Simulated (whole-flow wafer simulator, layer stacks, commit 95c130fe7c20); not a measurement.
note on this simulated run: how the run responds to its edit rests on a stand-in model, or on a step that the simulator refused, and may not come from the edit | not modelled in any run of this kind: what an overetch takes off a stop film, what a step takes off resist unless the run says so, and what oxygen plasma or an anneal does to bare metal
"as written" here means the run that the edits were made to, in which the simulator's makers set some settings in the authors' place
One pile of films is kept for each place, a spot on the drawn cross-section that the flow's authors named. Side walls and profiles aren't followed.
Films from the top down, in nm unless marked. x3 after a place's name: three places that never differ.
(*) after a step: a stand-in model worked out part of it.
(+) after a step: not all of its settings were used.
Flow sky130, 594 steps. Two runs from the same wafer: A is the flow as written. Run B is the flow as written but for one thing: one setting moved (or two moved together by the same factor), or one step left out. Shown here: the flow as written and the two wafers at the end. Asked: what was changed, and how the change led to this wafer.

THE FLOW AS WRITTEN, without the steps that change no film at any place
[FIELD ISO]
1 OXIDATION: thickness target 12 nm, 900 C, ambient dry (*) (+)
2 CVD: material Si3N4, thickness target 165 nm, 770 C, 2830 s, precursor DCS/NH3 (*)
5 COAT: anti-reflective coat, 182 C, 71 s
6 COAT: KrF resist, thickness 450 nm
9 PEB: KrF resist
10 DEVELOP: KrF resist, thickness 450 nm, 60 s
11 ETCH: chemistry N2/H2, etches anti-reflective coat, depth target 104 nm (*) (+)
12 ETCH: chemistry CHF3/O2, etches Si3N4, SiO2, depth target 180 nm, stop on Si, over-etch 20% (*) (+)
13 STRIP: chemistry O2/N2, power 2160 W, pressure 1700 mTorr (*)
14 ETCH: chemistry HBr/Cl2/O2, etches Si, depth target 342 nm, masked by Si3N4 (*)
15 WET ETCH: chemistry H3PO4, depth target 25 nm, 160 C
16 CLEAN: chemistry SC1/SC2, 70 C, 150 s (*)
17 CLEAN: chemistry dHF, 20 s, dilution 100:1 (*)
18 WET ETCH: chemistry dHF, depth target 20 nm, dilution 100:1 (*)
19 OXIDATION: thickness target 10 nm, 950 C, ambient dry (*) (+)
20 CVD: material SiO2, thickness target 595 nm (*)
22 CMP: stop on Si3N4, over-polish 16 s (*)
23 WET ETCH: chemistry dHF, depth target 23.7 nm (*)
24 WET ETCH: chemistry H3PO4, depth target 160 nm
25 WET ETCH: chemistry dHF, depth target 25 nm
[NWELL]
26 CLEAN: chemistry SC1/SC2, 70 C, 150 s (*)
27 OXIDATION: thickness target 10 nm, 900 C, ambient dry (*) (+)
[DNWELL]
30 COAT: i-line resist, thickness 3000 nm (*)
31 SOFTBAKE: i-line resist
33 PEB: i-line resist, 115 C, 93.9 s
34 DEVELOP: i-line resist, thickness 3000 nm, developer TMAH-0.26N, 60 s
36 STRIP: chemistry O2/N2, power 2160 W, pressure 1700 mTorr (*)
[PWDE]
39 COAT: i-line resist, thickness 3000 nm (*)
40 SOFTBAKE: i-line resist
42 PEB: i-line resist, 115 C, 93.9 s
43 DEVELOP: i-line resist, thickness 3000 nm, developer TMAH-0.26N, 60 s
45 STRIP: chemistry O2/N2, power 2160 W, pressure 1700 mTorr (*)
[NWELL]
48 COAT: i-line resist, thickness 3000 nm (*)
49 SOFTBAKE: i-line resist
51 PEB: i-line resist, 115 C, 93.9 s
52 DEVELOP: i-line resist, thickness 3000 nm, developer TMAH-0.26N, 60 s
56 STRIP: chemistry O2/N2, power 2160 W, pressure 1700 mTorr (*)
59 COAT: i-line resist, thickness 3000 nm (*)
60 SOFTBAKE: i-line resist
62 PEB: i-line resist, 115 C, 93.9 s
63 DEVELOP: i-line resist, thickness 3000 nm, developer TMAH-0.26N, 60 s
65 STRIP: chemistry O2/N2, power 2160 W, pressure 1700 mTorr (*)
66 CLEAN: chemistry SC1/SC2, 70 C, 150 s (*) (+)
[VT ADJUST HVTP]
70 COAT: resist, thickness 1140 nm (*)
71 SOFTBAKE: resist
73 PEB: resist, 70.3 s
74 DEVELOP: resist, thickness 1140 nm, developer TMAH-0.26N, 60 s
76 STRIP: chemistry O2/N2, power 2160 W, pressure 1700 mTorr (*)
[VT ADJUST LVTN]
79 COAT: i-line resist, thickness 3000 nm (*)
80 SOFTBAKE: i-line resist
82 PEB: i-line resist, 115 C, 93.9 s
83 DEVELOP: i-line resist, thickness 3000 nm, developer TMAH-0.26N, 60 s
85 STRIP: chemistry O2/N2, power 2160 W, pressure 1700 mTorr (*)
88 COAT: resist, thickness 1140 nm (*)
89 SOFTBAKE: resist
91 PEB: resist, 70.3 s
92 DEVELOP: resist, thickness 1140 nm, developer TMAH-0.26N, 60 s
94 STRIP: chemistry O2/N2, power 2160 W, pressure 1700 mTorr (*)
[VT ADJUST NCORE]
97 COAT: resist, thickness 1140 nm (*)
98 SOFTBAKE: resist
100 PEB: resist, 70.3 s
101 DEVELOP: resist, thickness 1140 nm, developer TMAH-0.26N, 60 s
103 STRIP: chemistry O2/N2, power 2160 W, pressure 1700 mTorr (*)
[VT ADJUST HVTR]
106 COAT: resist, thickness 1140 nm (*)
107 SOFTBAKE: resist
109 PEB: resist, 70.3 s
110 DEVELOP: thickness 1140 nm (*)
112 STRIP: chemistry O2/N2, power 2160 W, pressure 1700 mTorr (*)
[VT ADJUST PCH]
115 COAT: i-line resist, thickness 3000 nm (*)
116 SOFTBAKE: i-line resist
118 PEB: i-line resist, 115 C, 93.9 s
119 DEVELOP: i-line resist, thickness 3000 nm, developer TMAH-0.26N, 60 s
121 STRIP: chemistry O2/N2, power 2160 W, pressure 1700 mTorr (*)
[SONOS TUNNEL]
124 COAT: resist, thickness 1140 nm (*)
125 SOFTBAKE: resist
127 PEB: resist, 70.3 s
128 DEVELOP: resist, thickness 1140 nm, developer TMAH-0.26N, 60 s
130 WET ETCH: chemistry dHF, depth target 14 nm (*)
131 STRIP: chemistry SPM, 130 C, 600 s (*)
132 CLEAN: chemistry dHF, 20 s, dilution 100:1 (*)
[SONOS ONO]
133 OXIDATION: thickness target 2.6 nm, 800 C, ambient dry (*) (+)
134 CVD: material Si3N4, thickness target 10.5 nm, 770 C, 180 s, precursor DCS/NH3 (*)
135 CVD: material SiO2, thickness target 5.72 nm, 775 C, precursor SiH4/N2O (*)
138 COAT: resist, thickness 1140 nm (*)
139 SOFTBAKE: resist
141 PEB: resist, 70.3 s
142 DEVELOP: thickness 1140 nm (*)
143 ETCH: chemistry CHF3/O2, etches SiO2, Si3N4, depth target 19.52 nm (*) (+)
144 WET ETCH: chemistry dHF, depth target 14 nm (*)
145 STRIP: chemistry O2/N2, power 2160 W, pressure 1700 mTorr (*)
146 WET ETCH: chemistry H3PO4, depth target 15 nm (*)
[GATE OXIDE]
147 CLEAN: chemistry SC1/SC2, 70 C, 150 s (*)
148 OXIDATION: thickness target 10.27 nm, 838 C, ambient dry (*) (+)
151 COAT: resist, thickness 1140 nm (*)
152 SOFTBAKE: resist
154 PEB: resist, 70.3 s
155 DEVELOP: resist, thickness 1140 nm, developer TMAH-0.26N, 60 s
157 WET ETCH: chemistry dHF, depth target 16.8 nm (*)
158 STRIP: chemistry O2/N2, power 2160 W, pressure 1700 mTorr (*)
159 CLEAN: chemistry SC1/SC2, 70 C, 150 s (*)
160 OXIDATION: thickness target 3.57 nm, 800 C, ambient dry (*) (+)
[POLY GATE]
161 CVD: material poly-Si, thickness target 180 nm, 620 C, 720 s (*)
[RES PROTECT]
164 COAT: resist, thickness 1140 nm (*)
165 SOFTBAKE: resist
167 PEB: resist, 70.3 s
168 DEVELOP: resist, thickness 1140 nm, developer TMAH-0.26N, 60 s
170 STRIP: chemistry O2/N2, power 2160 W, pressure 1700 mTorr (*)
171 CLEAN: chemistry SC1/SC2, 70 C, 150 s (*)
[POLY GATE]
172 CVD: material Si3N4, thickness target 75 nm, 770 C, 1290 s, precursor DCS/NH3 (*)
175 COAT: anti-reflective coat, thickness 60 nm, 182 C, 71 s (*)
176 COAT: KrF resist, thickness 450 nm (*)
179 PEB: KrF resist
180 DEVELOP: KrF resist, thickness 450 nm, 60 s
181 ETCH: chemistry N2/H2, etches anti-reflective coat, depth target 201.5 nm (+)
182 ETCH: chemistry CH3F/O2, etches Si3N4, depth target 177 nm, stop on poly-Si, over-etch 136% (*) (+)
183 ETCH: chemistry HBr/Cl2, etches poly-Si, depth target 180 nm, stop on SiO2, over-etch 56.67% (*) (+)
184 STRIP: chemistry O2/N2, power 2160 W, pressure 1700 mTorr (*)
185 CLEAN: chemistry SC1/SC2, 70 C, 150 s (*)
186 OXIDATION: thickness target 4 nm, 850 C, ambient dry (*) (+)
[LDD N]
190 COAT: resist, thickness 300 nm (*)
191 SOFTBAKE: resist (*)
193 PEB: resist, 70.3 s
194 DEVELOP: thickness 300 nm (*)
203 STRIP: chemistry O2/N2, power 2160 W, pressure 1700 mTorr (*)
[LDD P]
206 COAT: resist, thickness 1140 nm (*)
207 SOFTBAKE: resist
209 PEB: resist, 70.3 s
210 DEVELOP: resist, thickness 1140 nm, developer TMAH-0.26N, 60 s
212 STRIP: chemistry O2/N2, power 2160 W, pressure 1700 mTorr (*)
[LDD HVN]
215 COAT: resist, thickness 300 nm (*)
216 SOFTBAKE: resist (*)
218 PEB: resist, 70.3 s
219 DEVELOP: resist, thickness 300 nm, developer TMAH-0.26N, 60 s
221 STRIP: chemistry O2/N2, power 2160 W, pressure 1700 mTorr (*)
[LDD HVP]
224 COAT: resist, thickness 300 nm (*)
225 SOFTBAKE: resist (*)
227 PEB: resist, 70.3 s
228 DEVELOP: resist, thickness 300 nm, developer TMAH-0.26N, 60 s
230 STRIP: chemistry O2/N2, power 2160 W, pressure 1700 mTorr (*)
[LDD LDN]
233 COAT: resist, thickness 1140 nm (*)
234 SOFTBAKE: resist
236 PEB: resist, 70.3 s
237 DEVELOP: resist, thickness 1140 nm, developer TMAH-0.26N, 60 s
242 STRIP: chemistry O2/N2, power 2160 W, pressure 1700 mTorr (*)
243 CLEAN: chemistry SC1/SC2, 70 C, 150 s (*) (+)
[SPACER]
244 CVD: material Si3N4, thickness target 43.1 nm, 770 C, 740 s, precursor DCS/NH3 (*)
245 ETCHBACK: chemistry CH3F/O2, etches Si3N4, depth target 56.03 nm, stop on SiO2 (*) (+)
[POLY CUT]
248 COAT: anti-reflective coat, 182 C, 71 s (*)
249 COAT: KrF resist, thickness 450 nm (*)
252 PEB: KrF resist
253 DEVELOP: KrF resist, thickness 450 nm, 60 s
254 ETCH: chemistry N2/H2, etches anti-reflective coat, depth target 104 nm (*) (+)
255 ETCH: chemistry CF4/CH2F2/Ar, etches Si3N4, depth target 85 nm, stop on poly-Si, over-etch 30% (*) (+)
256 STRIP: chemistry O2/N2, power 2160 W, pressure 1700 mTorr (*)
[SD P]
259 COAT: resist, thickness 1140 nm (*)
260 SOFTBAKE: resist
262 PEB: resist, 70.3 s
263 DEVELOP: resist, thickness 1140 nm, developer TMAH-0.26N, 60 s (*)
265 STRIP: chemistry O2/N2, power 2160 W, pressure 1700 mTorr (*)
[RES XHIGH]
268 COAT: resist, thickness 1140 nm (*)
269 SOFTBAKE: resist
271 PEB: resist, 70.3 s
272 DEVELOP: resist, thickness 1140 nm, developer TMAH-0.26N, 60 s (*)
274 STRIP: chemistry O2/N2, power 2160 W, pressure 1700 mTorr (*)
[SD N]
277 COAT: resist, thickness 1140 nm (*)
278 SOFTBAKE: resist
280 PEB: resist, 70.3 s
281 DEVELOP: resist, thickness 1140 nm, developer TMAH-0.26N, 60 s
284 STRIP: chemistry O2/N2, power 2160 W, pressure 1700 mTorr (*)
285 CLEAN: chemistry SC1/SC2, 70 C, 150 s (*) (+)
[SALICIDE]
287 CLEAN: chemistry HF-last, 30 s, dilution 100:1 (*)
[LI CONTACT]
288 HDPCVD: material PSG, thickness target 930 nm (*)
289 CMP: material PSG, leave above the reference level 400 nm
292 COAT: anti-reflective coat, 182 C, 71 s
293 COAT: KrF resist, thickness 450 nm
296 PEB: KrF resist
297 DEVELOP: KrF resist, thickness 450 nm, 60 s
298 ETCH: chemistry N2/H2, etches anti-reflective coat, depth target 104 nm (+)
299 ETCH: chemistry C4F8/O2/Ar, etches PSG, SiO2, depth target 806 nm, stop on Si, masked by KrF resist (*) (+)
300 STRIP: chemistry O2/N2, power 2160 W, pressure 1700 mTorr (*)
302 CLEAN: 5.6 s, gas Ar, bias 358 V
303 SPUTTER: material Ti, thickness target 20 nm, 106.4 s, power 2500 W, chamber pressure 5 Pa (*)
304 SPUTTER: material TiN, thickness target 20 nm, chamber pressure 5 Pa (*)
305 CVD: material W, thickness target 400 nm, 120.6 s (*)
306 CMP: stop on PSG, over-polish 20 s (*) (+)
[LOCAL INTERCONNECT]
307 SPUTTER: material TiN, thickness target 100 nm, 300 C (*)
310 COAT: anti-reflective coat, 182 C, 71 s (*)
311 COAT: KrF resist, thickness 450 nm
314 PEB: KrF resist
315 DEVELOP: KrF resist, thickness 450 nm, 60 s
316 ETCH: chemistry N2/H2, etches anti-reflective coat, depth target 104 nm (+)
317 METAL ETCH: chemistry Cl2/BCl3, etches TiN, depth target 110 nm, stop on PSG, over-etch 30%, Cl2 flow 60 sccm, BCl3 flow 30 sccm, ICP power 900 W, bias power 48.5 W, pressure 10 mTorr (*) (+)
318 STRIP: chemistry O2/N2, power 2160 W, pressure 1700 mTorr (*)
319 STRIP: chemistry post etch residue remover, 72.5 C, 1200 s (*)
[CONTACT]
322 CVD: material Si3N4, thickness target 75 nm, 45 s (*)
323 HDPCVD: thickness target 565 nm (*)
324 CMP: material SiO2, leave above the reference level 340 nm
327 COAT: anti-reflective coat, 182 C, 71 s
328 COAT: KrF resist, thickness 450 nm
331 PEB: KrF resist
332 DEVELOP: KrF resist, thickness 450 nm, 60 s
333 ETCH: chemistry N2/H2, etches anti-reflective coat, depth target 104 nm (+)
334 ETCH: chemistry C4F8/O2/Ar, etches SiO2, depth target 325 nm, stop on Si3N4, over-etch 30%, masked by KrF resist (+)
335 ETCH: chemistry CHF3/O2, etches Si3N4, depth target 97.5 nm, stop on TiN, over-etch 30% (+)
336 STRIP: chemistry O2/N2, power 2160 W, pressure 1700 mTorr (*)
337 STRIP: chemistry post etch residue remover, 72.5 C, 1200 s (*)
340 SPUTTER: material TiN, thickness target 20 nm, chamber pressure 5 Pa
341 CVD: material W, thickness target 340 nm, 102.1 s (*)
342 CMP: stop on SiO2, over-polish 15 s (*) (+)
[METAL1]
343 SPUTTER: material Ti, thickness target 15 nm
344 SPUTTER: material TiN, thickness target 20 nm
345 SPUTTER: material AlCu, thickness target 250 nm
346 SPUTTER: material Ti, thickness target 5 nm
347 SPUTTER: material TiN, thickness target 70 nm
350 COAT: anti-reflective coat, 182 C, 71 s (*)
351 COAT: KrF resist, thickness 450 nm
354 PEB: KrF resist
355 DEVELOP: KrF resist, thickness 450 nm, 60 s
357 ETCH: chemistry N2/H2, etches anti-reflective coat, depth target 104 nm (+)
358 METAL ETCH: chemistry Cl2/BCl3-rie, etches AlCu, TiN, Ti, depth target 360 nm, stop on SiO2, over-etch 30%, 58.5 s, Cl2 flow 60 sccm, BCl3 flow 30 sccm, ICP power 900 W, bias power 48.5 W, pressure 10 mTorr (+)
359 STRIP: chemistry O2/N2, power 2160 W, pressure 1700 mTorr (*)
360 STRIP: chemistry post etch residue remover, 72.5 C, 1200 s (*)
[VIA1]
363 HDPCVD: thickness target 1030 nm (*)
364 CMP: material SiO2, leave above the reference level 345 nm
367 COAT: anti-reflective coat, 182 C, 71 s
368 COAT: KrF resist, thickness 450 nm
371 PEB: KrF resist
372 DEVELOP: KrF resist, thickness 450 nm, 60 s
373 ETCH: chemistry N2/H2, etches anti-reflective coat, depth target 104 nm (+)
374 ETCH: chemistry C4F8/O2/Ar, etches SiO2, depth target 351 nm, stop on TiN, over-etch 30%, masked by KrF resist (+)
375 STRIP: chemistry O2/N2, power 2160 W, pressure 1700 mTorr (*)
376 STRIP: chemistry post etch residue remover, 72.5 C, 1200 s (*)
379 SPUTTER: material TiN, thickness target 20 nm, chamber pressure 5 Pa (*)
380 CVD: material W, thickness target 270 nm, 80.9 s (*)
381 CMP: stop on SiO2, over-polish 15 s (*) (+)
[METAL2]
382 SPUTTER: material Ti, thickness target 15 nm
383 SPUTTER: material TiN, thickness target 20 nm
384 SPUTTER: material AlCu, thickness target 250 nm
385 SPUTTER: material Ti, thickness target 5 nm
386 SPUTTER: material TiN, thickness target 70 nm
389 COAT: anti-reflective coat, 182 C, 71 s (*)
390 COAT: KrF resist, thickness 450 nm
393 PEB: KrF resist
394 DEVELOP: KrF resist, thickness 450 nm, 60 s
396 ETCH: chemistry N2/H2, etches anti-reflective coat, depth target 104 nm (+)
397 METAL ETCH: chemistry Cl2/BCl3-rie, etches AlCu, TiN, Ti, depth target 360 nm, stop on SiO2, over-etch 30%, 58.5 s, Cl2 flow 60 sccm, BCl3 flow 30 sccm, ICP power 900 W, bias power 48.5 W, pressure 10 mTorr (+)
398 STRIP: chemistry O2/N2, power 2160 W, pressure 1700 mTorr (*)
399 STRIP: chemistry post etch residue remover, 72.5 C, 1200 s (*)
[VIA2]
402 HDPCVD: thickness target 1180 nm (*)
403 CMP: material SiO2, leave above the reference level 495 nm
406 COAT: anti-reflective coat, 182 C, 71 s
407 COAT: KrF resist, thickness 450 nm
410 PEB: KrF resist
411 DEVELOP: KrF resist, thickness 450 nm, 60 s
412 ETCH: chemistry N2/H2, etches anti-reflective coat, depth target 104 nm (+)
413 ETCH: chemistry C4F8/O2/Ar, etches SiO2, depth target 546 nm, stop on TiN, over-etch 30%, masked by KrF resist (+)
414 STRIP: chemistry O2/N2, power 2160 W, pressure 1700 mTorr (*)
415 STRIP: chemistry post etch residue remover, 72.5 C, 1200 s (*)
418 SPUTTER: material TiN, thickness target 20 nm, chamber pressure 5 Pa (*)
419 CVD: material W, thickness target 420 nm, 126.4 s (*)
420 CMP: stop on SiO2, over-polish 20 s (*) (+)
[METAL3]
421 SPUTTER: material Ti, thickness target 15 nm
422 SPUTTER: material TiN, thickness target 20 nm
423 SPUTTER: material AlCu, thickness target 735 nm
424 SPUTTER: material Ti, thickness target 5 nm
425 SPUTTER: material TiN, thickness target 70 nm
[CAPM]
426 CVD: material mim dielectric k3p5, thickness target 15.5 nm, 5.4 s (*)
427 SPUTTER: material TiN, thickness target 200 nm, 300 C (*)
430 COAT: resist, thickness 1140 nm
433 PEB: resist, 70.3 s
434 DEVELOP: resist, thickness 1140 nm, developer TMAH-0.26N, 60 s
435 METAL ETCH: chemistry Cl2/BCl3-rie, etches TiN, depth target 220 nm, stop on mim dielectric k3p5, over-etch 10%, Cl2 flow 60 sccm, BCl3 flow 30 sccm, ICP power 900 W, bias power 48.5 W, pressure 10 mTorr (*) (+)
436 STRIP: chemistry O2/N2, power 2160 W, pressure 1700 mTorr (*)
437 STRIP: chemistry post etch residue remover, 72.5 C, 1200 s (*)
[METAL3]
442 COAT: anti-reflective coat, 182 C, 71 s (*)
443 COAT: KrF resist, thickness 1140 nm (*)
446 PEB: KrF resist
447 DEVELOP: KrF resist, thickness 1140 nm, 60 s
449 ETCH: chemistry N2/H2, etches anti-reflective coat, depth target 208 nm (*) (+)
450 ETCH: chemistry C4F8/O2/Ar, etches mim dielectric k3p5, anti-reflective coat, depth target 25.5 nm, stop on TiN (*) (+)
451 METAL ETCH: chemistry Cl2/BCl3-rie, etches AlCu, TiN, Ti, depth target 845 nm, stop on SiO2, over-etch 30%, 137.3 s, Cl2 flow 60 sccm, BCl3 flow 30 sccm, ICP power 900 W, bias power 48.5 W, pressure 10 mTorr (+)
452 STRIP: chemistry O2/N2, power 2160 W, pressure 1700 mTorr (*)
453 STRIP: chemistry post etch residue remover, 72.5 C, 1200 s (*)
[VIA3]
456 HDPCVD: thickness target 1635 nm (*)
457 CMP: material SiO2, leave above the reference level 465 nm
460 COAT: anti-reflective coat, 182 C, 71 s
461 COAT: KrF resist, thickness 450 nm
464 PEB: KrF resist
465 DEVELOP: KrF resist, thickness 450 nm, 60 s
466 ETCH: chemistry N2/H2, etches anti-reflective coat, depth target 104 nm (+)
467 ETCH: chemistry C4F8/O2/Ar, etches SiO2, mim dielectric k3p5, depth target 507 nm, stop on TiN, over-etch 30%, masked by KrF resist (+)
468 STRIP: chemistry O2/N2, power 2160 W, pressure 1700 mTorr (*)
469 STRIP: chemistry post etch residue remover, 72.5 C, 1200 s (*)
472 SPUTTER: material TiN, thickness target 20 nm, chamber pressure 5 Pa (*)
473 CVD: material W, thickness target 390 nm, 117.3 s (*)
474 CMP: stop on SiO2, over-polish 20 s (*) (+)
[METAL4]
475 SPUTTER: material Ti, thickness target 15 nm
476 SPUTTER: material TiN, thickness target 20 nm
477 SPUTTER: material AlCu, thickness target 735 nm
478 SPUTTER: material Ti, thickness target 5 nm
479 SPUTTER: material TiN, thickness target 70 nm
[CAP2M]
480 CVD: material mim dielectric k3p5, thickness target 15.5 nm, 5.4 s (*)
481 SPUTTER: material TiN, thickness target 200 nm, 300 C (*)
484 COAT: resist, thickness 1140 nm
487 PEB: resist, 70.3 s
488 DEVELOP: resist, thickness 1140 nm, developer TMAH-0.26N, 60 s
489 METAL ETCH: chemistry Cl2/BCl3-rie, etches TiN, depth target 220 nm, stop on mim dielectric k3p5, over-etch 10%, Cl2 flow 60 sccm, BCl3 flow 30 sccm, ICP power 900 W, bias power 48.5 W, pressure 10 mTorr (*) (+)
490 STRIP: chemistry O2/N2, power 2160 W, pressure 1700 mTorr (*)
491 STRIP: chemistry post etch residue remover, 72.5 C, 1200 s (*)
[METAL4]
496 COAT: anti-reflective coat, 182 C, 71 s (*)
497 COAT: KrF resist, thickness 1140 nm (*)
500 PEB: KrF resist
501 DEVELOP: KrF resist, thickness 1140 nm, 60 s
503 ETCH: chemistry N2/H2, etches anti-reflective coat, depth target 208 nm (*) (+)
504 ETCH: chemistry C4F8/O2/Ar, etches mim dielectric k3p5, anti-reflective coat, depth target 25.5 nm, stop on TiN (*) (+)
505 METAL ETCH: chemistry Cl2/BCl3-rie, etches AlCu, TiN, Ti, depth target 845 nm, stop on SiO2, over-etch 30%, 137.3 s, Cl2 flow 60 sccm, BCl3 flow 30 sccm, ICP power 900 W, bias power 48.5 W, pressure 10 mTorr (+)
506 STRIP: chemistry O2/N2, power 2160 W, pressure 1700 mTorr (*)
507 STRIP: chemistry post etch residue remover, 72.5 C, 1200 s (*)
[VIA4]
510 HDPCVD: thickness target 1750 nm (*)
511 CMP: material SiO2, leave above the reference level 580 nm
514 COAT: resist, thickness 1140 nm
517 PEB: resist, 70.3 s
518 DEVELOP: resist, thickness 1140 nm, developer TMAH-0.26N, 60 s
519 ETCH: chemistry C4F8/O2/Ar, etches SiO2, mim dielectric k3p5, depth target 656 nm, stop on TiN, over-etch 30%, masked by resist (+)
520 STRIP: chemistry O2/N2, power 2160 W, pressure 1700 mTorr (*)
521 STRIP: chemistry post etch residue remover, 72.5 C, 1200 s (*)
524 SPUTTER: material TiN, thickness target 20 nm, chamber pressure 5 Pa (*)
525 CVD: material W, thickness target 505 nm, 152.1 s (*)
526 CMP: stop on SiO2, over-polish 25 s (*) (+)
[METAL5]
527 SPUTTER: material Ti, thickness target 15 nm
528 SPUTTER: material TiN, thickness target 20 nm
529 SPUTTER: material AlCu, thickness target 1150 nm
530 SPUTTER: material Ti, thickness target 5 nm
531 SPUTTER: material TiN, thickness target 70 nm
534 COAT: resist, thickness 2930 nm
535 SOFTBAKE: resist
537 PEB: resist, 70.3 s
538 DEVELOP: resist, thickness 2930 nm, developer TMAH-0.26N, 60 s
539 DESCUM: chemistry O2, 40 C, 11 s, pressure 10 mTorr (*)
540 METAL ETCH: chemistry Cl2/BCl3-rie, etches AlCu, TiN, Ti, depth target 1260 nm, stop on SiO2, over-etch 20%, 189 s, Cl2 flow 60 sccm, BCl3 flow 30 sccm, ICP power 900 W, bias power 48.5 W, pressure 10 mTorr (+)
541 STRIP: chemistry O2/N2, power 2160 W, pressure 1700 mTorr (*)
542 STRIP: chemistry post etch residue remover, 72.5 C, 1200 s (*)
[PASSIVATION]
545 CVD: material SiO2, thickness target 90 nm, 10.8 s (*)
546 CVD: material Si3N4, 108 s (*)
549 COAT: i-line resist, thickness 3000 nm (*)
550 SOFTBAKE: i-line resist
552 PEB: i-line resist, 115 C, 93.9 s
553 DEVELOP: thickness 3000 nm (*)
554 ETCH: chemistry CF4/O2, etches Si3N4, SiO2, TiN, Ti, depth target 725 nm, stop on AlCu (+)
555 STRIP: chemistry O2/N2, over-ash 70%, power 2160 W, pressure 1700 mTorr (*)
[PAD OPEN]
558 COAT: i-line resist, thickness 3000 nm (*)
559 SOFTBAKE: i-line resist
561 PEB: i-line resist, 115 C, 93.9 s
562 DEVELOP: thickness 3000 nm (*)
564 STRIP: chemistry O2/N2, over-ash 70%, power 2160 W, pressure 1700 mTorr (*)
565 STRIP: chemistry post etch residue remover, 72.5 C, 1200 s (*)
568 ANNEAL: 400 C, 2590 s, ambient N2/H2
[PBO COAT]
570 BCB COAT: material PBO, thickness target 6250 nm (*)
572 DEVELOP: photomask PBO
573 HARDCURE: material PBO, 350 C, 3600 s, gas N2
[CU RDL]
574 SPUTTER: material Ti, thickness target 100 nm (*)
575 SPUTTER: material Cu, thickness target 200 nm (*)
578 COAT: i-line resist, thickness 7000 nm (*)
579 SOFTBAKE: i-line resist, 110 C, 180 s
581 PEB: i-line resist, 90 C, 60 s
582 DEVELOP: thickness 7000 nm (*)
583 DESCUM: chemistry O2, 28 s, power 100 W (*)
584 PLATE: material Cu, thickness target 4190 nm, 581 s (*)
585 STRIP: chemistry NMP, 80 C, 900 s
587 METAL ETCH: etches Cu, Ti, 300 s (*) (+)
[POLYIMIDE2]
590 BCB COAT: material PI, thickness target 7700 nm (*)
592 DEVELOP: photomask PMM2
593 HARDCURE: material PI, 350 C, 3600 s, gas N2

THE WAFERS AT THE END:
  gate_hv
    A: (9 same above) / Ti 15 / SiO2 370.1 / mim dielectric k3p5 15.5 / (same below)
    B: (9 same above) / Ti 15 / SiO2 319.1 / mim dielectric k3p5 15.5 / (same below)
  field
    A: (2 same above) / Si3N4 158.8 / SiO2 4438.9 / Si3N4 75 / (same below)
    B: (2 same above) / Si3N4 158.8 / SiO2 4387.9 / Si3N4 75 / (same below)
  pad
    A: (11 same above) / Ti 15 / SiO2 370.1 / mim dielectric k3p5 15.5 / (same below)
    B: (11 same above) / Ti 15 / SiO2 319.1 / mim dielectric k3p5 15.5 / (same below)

The cause: step 457, CMP: leave above the reference level 414 nm was run, where the flow has leave above the reference level 465 nm.

How the change led to this, step by step:
  457 CMP: material SiO2, leave above the reference level 465 nm
      n_well, p_well, gate_hv and 99 more: A SiO2 -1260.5 | B SiO2 -1311.5
      field, active, gate and 82 more: A SiO2 -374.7 | B SiO2 -425.7
      (and at 5 more places)
  467 ETCH: chemistry C4F8/O2/Ar, etches SiO2, mim dielectric k3p5, depth target 507 nm, stop on TiN, over-etch 30%, masked by KrF resist (+)
      field, active, n_well and 187 more: A KrF resist -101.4 | B KrF resist -88.1
      m1: A SiO2 -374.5 (all of it), mim dielectric k3p5 -15.5 (all of it) | B SiO2 -323.5 (all of it), mim dielectric k3p5 -15.5 (all of it)
      (and at 1 more place)
  468 STRIP: chemistry O2/N2, power 2160 W, pressure 1700 mTorr (*)
      field, active, n_well and 187 more: A KrF resist -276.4 (all of it), anti-reflective coat -80 (all of it) | B KrF resist -289.7 (all of it), anti-reflective coat -80 (all of it)
  472 SPUTTER: material TiN, thickness target 20 nm, chamber pressure 5 Pa (*)
      m1, via3_hole: A TiN +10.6 | B TiN +11.3
  473 CVD: material W, thickness target 390 nm, 117.3 s (*)
      m1: A W +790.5 (new film) | B W +738.8 (new film)
      via3_hole: A W +789.9 (new film) | B W +738.1 (new film)
